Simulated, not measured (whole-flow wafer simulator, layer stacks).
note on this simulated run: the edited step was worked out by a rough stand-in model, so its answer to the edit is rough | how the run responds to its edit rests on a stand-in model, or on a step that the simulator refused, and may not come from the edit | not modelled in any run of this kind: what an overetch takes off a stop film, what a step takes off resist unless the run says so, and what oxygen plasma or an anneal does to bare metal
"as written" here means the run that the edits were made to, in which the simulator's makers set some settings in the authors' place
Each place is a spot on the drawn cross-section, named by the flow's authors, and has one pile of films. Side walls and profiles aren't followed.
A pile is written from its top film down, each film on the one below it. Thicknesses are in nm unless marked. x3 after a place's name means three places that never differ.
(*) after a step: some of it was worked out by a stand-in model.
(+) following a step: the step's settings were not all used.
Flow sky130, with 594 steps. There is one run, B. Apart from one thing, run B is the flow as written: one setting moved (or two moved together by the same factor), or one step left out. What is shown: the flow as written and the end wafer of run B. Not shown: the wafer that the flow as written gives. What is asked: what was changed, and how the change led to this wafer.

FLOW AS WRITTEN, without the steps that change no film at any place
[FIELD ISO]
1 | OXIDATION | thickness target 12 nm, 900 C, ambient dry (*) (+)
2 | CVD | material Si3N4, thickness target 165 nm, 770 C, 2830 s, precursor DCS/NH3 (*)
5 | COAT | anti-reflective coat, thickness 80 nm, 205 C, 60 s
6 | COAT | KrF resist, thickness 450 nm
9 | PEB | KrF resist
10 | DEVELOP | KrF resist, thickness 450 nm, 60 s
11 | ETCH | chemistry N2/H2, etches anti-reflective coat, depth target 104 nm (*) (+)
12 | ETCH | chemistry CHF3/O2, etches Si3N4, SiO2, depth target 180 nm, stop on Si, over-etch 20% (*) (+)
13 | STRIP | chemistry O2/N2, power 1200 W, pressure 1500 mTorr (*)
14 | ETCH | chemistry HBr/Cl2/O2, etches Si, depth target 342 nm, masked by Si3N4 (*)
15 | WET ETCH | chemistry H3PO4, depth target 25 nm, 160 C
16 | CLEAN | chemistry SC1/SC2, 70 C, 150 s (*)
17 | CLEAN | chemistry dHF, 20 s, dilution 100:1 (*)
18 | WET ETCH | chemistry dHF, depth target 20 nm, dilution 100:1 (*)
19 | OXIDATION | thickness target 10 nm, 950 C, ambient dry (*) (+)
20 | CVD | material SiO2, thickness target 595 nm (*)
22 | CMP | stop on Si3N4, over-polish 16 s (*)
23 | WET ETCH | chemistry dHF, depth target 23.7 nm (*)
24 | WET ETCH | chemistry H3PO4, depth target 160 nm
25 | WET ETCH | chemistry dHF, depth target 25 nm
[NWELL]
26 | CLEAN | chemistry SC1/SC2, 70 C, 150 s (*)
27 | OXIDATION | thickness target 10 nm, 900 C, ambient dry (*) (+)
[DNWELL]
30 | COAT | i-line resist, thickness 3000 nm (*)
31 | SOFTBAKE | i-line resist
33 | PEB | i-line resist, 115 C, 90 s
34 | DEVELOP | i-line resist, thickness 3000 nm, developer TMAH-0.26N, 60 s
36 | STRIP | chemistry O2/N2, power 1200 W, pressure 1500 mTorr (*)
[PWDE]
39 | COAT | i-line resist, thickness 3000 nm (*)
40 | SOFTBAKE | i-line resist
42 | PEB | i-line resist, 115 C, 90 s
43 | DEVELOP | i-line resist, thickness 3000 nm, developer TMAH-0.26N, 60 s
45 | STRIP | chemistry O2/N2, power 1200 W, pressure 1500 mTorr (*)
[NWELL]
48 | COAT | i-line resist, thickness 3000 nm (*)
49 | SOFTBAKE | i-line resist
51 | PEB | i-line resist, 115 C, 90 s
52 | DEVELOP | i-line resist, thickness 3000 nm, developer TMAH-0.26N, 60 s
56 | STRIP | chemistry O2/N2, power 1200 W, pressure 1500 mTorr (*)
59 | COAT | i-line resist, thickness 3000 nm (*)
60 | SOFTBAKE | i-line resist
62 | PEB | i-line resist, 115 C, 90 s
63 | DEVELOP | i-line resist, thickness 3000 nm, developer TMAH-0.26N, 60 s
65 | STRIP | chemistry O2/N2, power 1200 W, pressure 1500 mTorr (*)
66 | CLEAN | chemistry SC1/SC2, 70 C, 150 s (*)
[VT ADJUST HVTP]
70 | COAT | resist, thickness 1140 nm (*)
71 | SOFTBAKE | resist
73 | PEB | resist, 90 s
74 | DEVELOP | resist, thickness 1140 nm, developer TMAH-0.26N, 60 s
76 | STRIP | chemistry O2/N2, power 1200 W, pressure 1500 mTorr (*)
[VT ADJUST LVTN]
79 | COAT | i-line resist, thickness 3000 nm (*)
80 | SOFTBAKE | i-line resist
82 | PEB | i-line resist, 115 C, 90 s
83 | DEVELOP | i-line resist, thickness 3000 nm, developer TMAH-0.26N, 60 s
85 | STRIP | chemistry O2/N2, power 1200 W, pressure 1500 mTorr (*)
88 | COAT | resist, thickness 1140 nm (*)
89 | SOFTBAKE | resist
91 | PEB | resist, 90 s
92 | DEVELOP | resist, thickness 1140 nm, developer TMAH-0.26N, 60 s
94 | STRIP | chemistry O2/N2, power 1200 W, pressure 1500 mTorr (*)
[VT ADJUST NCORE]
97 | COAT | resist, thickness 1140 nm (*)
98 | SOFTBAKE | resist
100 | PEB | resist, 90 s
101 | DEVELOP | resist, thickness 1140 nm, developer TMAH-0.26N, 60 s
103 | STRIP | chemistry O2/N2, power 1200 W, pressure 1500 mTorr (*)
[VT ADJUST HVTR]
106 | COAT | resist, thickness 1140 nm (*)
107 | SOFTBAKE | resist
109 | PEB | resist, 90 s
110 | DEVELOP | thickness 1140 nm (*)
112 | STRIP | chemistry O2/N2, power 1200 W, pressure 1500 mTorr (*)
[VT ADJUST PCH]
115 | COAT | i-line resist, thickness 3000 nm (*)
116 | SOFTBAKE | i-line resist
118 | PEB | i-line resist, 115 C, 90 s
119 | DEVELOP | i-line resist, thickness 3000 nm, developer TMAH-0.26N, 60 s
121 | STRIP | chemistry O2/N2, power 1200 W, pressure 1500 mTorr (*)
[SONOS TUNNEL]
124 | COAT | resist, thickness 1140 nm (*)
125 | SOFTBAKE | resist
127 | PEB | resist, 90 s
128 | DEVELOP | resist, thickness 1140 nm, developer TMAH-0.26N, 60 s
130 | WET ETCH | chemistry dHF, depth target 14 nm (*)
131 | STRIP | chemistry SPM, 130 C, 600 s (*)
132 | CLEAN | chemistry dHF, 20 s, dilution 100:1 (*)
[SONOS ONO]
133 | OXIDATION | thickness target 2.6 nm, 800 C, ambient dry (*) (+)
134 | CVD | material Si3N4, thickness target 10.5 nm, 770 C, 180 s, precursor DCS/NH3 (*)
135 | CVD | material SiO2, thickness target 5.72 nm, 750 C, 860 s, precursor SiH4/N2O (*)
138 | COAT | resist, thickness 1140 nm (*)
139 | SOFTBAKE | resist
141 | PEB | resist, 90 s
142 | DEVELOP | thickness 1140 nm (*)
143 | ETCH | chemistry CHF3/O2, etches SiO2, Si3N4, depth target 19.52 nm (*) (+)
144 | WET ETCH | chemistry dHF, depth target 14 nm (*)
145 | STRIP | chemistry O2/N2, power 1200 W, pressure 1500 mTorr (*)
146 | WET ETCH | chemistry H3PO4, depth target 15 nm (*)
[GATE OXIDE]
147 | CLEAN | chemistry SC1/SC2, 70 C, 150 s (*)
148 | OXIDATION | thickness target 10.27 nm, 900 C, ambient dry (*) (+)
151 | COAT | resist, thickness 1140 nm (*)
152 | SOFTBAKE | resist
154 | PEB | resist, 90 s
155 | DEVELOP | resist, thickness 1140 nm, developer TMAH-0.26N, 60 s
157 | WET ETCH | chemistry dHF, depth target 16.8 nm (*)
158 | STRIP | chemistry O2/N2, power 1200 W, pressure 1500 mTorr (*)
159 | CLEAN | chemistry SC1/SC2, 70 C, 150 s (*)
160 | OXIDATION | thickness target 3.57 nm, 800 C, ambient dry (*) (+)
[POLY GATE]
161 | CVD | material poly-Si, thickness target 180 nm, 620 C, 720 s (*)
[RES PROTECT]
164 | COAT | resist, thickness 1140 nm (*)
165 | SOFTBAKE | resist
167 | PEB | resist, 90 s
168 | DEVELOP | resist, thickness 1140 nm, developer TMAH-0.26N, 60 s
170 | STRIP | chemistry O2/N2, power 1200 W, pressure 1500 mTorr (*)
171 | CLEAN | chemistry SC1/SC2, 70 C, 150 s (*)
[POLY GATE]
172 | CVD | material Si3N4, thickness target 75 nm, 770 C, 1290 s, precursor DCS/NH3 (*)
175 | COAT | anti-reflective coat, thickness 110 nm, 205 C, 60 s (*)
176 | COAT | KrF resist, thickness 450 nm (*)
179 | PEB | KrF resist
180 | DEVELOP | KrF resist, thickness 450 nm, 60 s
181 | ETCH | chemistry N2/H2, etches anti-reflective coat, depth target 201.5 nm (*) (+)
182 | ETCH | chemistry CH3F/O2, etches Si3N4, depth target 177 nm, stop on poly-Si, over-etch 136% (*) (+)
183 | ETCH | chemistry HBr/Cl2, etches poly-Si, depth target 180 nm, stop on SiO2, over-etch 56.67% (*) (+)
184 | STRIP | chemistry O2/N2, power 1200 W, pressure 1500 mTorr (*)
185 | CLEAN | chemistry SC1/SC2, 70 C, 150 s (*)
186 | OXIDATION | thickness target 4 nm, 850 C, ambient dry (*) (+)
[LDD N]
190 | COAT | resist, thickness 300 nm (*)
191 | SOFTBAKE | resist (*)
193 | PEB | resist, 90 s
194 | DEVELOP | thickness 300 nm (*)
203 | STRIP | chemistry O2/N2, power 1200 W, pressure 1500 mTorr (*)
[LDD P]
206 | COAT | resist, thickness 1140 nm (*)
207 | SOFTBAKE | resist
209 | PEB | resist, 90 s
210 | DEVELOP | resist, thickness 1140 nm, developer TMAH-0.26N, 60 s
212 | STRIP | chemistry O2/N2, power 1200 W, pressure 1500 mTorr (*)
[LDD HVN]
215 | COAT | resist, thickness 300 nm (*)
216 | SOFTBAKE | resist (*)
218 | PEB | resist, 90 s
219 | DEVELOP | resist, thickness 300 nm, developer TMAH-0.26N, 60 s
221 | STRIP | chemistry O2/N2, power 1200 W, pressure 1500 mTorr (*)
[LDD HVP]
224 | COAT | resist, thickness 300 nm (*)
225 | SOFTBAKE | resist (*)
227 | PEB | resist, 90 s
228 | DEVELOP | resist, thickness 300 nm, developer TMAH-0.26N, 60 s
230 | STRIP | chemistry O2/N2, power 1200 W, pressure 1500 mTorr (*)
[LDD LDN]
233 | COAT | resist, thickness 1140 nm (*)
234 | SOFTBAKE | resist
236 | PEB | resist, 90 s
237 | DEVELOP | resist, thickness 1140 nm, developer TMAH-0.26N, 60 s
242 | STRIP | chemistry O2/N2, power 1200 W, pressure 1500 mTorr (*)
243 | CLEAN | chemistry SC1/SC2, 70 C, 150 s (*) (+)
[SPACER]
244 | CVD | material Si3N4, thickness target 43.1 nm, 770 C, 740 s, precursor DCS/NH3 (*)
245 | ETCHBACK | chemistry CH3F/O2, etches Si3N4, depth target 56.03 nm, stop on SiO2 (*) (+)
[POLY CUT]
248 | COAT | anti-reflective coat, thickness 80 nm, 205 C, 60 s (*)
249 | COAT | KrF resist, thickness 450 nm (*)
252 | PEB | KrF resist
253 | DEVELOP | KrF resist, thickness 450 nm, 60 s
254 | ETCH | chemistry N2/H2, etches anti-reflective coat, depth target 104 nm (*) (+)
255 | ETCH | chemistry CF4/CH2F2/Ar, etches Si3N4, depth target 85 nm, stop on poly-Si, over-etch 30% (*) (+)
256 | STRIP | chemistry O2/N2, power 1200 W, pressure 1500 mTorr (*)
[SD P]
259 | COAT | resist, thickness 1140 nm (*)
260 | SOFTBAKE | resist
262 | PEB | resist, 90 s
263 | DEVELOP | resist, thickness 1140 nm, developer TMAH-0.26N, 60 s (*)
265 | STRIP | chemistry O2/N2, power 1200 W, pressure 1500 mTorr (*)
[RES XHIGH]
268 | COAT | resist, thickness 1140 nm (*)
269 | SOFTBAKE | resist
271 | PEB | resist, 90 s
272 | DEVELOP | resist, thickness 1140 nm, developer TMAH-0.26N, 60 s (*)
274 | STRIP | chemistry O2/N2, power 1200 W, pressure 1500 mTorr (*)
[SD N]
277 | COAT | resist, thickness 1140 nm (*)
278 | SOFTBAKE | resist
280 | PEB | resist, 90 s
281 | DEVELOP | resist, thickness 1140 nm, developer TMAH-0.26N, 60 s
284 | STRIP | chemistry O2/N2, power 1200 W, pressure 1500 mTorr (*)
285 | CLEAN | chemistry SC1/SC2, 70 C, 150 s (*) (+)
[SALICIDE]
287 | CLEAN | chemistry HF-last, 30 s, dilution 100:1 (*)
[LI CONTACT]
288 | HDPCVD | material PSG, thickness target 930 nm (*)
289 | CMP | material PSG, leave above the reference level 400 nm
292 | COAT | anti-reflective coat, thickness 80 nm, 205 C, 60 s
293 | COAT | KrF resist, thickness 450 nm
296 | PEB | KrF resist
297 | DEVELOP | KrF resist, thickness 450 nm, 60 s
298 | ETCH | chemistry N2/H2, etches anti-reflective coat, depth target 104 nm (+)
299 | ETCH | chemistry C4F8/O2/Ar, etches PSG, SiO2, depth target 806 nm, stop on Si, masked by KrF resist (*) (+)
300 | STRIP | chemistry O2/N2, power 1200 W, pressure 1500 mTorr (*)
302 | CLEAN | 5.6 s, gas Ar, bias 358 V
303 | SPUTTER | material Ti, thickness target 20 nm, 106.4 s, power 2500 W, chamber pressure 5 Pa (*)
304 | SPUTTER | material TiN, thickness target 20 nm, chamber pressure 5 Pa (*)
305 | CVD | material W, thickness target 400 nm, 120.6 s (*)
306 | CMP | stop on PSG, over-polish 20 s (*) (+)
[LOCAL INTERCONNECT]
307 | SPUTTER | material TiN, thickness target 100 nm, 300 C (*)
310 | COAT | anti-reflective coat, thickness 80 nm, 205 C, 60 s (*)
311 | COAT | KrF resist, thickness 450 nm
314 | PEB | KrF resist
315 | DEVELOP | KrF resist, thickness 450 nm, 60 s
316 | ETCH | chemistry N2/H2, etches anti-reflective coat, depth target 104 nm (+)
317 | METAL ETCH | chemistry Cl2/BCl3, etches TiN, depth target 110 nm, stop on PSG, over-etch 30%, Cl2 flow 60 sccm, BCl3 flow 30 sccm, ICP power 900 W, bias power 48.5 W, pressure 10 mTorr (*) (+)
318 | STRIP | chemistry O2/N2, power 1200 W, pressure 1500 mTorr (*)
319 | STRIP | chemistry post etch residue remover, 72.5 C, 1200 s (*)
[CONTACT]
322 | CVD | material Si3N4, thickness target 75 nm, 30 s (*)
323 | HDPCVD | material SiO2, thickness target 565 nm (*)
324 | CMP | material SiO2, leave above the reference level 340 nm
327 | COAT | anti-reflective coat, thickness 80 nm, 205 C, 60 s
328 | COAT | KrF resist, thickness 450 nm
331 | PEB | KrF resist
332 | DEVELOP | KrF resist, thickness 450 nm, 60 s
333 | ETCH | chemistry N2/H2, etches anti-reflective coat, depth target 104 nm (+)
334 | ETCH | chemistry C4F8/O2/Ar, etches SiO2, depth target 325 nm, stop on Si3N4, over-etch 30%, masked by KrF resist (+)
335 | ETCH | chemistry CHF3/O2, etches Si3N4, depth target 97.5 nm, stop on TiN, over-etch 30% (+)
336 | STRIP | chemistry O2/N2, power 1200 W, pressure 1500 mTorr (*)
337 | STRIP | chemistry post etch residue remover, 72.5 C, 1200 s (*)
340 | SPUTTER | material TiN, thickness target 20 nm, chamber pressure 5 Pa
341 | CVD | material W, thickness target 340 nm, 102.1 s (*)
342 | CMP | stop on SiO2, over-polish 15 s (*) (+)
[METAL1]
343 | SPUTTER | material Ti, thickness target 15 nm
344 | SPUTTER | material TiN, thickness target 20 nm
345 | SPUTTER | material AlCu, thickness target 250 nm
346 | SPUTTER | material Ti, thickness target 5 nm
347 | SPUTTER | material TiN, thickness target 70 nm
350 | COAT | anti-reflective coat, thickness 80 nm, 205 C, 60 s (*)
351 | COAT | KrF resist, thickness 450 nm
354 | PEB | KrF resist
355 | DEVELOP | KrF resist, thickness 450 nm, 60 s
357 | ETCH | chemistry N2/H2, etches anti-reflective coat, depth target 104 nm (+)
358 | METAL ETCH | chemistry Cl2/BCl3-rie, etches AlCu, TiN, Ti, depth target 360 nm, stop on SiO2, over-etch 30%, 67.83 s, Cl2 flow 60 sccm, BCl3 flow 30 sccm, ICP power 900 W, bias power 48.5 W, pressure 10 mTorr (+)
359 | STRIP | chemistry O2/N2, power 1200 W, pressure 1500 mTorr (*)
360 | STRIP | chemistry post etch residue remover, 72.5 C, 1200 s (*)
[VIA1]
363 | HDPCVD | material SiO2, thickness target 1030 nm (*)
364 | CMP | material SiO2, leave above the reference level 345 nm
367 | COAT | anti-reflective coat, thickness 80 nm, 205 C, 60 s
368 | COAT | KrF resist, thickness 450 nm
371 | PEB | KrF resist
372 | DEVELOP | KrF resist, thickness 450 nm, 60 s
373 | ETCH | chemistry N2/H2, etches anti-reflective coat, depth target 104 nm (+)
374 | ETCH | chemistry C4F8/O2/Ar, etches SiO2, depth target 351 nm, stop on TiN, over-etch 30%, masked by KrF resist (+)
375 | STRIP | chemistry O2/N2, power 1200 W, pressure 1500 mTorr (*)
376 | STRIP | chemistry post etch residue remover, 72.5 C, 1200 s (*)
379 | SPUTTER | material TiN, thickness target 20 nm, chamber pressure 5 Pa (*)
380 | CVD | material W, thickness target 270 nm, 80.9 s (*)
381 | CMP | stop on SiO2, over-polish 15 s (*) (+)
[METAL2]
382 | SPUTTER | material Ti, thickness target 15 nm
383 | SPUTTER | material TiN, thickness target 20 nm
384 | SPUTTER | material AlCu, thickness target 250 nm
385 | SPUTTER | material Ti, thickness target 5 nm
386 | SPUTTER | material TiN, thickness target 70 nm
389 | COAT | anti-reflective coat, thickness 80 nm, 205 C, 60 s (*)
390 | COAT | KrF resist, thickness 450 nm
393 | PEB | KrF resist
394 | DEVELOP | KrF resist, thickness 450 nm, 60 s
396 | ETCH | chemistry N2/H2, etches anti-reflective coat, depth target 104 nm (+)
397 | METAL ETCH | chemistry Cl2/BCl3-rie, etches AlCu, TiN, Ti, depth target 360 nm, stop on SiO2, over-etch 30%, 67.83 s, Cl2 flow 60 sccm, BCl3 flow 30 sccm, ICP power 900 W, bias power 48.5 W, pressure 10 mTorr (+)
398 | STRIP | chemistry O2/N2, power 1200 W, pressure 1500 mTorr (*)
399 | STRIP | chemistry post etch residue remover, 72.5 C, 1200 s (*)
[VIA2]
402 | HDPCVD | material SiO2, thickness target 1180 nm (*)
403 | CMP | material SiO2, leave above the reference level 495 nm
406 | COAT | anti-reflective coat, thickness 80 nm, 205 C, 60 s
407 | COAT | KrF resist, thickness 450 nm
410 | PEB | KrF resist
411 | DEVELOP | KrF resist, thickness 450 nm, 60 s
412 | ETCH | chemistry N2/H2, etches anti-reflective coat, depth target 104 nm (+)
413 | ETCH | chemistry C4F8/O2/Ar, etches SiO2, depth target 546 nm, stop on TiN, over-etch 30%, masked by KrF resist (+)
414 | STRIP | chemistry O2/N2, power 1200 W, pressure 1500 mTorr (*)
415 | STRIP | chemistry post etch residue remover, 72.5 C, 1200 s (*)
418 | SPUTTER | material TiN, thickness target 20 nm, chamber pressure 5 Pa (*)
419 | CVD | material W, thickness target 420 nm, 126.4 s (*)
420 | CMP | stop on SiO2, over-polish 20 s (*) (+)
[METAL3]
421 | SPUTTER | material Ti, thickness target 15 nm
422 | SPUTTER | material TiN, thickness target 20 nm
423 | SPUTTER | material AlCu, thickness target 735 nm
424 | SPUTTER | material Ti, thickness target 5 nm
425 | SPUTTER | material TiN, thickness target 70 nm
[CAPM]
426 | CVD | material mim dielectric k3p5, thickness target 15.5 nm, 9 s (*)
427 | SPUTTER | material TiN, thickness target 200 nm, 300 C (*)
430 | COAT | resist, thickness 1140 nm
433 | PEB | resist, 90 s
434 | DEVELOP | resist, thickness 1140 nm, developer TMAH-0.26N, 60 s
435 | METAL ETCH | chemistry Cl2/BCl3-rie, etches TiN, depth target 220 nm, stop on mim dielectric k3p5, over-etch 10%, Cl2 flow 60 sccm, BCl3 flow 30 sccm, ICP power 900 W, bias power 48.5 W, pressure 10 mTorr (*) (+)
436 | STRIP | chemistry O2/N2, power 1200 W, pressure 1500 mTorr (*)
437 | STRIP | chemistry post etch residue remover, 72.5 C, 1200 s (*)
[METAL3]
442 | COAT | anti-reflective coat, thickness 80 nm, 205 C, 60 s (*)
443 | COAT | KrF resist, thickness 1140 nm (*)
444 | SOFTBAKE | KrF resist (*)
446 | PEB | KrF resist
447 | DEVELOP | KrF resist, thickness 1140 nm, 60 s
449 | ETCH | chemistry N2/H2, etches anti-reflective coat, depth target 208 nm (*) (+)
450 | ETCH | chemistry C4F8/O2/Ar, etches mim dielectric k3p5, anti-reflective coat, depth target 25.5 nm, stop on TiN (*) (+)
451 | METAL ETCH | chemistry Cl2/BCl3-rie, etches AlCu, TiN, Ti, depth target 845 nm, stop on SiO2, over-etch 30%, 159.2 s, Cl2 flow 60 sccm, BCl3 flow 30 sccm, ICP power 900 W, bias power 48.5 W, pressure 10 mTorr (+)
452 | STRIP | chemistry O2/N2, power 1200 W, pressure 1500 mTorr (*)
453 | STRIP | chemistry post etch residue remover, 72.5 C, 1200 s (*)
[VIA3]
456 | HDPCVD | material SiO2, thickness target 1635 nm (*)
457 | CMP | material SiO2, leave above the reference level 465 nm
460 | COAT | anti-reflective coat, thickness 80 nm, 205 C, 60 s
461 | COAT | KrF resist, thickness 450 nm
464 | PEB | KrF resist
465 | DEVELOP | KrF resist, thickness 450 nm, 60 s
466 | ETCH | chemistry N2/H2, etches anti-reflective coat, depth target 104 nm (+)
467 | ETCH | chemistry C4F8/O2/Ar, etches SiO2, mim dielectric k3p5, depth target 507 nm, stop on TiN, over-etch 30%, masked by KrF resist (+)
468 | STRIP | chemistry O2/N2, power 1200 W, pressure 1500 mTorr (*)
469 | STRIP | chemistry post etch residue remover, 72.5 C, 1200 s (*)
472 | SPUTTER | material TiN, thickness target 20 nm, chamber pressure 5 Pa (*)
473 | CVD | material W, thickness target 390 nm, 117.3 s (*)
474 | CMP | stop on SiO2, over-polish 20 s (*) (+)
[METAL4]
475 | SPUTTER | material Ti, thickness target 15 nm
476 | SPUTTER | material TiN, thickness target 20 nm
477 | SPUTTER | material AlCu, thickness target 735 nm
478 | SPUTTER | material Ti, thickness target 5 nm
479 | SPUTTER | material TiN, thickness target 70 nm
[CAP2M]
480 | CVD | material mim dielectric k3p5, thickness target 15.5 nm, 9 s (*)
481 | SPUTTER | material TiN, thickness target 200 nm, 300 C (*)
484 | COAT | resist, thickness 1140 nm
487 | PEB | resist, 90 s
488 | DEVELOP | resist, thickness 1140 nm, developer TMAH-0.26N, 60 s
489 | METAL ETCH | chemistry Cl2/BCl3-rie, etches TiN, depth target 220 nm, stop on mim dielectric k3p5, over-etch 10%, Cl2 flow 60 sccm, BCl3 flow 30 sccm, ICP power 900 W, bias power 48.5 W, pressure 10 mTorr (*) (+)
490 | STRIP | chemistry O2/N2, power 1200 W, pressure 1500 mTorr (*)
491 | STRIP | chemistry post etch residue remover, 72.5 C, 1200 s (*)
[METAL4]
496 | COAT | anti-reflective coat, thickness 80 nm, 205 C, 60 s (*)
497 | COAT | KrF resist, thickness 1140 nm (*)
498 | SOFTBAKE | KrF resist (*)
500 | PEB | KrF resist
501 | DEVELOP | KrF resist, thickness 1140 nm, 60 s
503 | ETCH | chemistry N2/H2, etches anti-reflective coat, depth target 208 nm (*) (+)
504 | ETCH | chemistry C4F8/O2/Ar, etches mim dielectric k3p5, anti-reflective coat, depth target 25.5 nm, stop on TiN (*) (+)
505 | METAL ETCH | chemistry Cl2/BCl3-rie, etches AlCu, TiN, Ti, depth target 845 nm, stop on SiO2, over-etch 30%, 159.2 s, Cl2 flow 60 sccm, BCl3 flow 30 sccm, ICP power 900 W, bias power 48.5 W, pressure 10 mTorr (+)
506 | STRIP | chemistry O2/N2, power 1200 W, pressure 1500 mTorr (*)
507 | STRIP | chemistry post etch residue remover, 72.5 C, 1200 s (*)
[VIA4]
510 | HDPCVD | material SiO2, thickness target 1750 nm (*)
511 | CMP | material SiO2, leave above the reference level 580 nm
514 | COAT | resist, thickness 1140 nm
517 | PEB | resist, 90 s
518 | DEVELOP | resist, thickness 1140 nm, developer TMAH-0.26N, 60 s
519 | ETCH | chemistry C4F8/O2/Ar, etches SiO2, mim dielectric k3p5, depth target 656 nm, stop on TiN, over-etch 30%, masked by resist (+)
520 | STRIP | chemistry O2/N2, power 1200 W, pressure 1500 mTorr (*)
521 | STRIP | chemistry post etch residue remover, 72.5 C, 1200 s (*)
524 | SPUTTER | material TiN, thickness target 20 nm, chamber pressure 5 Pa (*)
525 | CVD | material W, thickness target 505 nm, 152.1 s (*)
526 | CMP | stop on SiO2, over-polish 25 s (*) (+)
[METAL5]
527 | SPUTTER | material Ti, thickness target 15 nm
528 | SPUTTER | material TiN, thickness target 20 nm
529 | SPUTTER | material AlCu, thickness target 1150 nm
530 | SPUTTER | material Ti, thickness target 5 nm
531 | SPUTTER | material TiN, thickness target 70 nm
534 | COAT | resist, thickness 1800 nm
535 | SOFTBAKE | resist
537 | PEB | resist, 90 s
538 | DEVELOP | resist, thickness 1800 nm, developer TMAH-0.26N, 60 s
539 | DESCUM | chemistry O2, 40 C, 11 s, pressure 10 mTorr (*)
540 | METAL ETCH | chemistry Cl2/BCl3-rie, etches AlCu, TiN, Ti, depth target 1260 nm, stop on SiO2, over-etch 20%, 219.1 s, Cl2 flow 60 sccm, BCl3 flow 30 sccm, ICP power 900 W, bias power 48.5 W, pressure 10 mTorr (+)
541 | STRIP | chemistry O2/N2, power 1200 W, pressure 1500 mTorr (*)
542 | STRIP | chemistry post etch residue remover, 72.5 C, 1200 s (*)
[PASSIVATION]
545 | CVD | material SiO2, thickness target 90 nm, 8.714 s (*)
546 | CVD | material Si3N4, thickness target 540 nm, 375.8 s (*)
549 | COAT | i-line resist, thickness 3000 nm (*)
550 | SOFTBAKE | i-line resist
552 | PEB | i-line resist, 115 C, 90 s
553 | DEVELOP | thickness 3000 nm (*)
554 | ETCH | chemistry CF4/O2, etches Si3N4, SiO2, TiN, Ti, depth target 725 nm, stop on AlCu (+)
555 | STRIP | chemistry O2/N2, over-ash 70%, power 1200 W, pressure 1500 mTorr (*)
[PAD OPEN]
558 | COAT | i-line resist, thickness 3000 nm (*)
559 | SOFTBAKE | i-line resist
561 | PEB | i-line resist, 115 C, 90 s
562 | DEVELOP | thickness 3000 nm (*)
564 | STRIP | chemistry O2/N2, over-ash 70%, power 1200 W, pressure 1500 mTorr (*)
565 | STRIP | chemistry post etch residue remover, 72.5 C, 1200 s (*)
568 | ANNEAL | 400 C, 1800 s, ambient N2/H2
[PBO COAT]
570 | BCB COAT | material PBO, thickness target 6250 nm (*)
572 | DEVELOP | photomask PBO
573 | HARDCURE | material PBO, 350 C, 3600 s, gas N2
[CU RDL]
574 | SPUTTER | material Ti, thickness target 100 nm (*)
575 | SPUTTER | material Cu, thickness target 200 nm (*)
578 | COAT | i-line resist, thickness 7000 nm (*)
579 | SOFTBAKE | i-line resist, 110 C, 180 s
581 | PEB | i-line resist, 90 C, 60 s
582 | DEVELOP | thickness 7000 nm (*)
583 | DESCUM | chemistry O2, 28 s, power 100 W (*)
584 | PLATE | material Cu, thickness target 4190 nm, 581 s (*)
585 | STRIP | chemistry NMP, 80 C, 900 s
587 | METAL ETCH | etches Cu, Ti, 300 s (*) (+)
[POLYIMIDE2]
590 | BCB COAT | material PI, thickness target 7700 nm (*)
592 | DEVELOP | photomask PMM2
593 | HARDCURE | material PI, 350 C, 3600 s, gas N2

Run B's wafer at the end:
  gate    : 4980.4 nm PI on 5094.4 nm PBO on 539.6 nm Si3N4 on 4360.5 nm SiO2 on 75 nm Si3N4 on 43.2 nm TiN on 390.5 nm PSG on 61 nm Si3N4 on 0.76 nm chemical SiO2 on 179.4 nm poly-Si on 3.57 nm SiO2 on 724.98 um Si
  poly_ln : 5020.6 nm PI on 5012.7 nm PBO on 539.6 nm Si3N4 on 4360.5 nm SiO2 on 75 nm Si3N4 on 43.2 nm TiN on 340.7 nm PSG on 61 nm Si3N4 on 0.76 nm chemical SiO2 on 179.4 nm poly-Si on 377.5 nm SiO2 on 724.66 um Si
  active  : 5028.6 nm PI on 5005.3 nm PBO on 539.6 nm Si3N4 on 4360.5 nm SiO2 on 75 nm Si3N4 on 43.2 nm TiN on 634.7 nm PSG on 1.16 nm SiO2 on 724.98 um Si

What caused this: step 317, METAL ETCH: depth target 55 nm was run, while the flow as written has depth target 110 nm.

The path from the change to this, step by step:
  317 | METAL ETCH | chemistry Cl2/BCl3, etches TiN, depth target 110 nm, stop on PSG, over-etch 30%, Cl2 flow 60 sccm, BCl3 flow 30 sccm, ICP power 900 W, bias power 48.5 W, pressure 10 mTorr (*) (+)
      field, active, gate and 88 more: -55 TiN (it would be, as written: -98.7 TiN (all of it))
      n_well, p_well, gate_hv and 97 more: -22 KrF resist (it would be, as written: -44 KrF resist)
  318 | STRIP | chemistry O2/N2, power 1200 W, pressure 1500 mTorr (*)
      n_well, p_well, gate_hv and 93 more: -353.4 KrF resist (all of it), -80 anti-reflective coat (all of it) (it would be, as written: -331.4 KrF resist (all of it), -80 anti-reflective coat (all of it))
      poly_licon, rpo_hd_licon: -353.5 KrF resist (all of it), -80.4 anti-reflective coat (all of it) (it would be, as written: -331.5 KrF resist (all of it), -80.4 anti-reflective coat (all of it))
      (and at 2 other places as well)
  324 | CMP | material SiO2, leave above the reference level 340 nm
      field, active, gate and 88 more: -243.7 SiO2 (it would be, as written: -200.4 SiO2)
If metal films that touch count as one body, gate has 1 body; the flow as written gives 0 bodies.
If metal films that touch count as one body, poly_ln has 1 body; the flow as written gives 0 bodies.
If metal films that touch count as one body, active has 1 body; the flow as written gives 0 bodies.
